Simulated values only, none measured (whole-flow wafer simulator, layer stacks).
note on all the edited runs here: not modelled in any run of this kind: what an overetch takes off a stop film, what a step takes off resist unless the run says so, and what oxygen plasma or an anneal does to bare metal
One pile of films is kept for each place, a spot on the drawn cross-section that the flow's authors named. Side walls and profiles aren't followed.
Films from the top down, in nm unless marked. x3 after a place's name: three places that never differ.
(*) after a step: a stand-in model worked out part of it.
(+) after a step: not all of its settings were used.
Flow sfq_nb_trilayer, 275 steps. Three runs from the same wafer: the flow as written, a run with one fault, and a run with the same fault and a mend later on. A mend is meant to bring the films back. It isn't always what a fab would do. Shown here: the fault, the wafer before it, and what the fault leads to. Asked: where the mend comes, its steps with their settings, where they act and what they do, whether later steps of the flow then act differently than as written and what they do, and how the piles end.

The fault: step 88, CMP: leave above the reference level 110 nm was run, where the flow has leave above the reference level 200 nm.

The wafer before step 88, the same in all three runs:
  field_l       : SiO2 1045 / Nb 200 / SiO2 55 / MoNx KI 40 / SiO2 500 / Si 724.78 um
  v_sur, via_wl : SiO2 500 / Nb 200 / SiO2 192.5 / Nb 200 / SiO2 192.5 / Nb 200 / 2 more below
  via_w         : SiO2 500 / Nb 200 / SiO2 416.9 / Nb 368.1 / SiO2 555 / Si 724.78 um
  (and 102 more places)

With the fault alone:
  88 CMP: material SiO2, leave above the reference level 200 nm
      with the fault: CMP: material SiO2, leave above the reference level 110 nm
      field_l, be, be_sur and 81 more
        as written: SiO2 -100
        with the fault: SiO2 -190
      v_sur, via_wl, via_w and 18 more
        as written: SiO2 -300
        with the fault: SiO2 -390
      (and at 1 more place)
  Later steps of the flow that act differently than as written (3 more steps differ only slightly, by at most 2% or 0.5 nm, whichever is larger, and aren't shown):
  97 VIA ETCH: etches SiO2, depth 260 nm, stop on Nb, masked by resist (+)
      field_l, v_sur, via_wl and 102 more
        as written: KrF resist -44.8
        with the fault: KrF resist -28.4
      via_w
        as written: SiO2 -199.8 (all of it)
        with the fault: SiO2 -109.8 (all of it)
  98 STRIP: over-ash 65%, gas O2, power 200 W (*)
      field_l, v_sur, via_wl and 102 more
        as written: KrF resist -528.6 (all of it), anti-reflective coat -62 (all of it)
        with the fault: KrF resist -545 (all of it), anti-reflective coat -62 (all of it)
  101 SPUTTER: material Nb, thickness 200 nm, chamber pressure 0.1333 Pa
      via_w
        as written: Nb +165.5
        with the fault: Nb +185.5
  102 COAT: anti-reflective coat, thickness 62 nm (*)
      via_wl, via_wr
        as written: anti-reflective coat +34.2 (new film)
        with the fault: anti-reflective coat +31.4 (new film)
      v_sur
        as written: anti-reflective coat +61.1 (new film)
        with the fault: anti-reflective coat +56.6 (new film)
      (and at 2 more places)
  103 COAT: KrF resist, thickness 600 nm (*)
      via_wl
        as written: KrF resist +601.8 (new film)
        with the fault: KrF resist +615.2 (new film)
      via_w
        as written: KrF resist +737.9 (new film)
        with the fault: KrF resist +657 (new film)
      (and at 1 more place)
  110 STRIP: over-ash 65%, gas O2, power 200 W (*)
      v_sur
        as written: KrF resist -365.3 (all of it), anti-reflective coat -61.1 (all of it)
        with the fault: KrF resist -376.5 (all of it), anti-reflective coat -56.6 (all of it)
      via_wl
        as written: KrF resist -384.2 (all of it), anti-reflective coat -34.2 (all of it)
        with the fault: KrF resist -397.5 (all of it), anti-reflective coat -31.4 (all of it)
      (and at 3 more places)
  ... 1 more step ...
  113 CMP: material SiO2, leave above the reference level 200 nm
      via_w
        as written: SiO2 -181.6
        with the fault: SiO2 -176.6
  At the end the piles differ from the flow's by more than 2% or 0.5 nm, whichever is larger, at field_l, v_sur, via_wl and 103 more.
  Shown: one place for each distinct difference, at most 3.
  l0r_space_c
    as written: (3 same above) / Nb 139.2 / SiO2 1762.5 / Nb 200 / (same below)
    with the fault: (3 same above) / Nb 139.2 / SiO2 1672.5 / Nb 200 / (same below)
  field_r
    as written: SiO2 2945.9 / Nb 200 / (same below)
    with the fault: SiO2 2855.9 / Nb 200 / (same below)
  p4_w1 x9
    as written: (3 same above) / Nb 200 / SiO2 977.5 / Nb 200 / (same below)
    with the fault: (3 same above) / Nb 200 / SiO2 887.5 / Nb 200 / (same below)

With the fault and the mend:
  The mend comes after step 95.
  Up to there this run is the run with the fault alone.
  95a STRIP: over-ash 65%, gas O2, power 200 W (*)
      field_l, v_sur, via_wl and 102 more
        KrF resist -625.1 (all of it), anti-reflective coat -62 (all of it)
      via_w
        anti-reflective coat -62 (all of it)
  95b PECVD: material SiO2, thickness 90 nm, 150 C, 20 s, RF power 183.3 W, pressure 2.4 Torr, precursor SiH4/N2O (the flow's step 87 once more, with other settings)
      field_l, v_sur, via_wl and 103 more
        SiO2 +90
  95c COAT: anti-reflective coat, thickness 62 nm (the flow's step 90 once more)
      field_l, v_sur, via_wl and 103 more
        anti-reflective coat +62 (new film)
  95d COAT: KrF resist, thickness 650 nm (the flow's step 91 once more)
      field_l, v_sur, via_wl and 103 more
        KrF resist +650 (new film)
  95e SOFTBAKE: KrF resist (the flow's step 92 once more)
      changes no film at any place that is followed
  95f EXPOSE: photomask I2, dose 11.91 mJ/cm2, NA 0.6, wavelength 248 nm (*) (the flow's step 93 once more)
      changes no film at any place that is followed
  95g PEB: KrF resist, 90 s (the flow's step 94 once more)
      field_l, v_sur, via_wl and 103 more
        KrF resist -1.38
  95h DEVELOP: KrF resist, thickness 650 nm, 60 s (the flow's step 95 once more)
      field_l, v_sur, via_wl and 102 more
        KrF resist -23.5
      via_w
        KrF resist -648.6 (all of it)
  No later step of the flow acts differently than as written, at any place that is followed, by more than 2% or 0.5 nm, whichever is larger.
  At the end the piles are the same as the flow's at every place that both follow.
